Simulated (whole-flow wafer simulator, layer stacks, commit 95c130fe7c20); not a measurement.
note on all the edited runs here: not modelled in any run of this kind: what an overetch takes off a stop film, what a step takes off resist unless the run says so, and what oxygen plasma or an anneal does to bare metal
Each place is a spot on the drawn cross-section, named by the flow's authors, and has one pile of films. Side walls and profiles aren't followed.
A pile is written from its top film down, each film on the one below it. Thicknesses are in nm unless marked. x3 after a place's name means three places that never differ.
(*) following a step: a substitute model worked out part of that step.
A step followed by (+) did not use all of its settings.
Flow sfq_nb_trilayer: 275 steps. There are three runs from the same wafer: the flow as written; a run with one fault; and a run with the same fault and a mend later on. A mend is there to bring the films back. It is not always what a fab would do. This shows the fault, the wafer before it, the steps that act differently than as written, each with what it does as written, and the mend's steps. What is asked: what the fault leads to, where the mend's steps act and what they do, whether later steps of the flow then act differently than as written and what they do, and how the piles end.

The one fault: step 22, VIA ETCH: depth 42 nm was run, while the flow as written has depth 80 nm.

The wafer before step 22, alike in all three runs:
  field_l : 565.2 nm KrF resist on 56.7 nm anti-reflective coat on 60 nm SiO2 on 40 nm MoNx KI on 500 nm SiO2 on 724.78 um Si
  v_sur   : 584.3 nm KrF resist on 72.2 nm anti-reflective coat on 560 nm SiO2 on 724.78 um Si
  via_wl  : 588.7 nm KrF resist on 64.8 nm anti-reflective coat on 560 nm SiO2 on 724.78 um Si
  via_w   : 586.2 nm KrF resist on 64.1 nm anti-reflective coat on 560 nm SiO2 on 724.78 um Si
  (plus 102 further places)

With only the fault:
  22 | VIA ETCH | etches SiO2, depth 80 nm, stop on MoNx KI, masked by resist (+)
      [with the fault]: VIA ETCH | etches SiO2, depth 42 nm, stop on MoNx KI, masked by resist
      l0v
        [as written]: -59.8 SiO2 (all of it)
        [with the fault]: -42 SiO2
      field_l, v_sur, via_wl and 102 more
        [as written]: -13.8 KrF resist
        [with the fault]: -7.24 KrF resist
  Steps later in the flow that act otherwise than as written (not shown: 4 more steps that differ only slightly, by at most 2% or 0.5 nm, whichever is larger):
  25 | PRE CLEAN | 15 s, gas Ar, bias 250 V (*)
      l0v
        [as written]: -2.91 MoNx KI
        [with the fault]: -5 SiO2
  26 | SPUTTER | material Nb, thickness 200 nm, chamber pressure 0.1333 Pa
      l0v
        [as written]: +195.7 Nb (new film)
        [with the fault]: +200 Nb (new film)
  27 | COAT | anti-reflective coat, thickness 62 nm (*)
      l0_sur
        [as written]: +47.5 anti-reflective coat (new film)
        [with the fault]: +49.5 anti-reflective coat (new film)
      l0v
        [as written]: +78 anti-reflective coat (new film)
        [with the fault]: +72.8 anti-reflective coat (new film)
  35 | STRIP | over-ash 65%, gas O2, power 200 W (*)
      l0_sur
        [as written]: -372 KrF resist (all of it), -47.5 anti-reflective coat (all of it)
        [with the fault]: -373 KrF resist (all of it), -49.5 anti-reflective coat (all of it)
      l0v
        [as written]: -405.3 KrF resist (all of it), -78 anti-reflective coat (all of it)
        [with the fault]: -394.5 KrF resist (all of it), -72.8 anti-reflective coat (all of it)
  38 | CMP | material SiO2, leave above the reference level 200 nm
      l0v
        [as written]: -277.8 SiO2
        [with the fault]: -297.8 SiO2
  By the end, the piles at l0v depart from the flow's by more than 2% or 0.5 nm, whichever is larger.
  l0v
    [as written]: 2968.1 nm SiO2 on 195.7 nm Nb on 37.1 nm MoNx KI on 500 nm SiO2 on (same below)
    [with the fault]: 2948 nm SiO2 on 200 nm Nb on 12.8 nm SiO2 on 40 nm MoNx KI on 500 nm SiO2 on (same below)

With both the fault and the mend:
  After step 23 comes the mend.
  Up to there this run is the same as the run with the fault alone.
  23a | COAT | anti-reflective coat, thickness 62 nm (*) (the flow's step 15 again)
      p4_fl x3, p4_w1 x9, p4_g1 x2 and 59 more
        +62 anti-reflective coat (new film)
      jj_sur, ce_l, c5j, ce_r, sp_r, be_r, r_sur, res
        +63.6 anti-reflective coat (new film)
      be, be_sur, gap, r_end, moat, field_r, lsp_l
        +63.7 anti-reflective coat (new film)
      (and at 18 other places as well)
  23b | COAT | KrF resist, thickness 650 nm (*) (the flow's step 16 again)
      p4_fl x3, p4_w1 x9, p4_g1 x2 and 59 more
        +650 KrF resist (new film)
      jj_sur, ce_l, c5j, ce_r, sp_r, be_r, r_sur, res
        +656.8 KrF resist (new film)
      l0r_line_l, l0r_line_c, l0r_line_r
        +646 KrF resist (new film)
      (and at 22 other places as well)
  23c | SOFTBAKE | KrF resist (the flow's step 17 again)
      does not change any film at any place that is followed
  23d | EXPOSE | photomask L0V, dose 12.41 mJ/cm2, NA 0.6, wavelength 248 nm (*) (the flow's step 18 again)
      does not change any film at any place that is followed
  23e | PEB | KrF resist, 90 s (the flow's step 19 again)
      p4_fl x3, p4_w1 x9, p4_g1 x2 and 59 more
        -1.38 KrF resist
      via_v, wire, be and 16 more
        -1.39 KrF resist
      v_sur, via_w, via_wr, via_sp, ln_m6, lsp_r, l0v
        -1.4 KrF resist
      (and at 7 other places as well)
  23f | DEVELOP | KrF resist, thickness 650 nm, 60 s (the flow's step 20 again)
      field_l, v_sur, via_wl and 102 more
        -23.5 KrF resist
      l0v
        -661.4 KrF resist (all of it)
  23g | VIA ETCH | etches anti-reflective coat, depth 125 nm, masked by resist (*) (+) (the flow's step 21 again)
      field_l, v_sur, via_wl and 102 more
        -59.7 KrF resist
      l0v
        -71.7 anti-reflective coat (all of it), -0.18 SiO2
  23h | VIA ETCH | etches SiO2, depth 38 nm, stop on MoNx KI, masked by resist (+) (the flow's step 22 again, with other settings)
      field_l, v_sur, via_wl and 102 more
        -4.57 KrF resist
      l0v
        -17.7 SiO2 (all of it)
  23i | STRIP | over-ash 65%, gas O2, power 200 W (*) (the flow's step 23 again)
      p4_fl x3, p4_w1 x9, p4_g1 x2 and 59 more
        -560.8 KrF resist (all of it), -62 anti-reflective coat (all of it)
      jj_sur, ce_l, c5j, ce_r, sp_r, r_sur, res
        -567.6 KrF resist (all of it), -63.6 anti-reflective coat (all of it)
      gap, r_end, moat
        -567.7 KrF resist (all of it), -63.7 anti-reflective coat (all of it)
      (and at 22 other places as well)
  Later steps of the flow that are run all act as written at every place that is followed.
  The piles end the same as the flow's at every place that both follow.
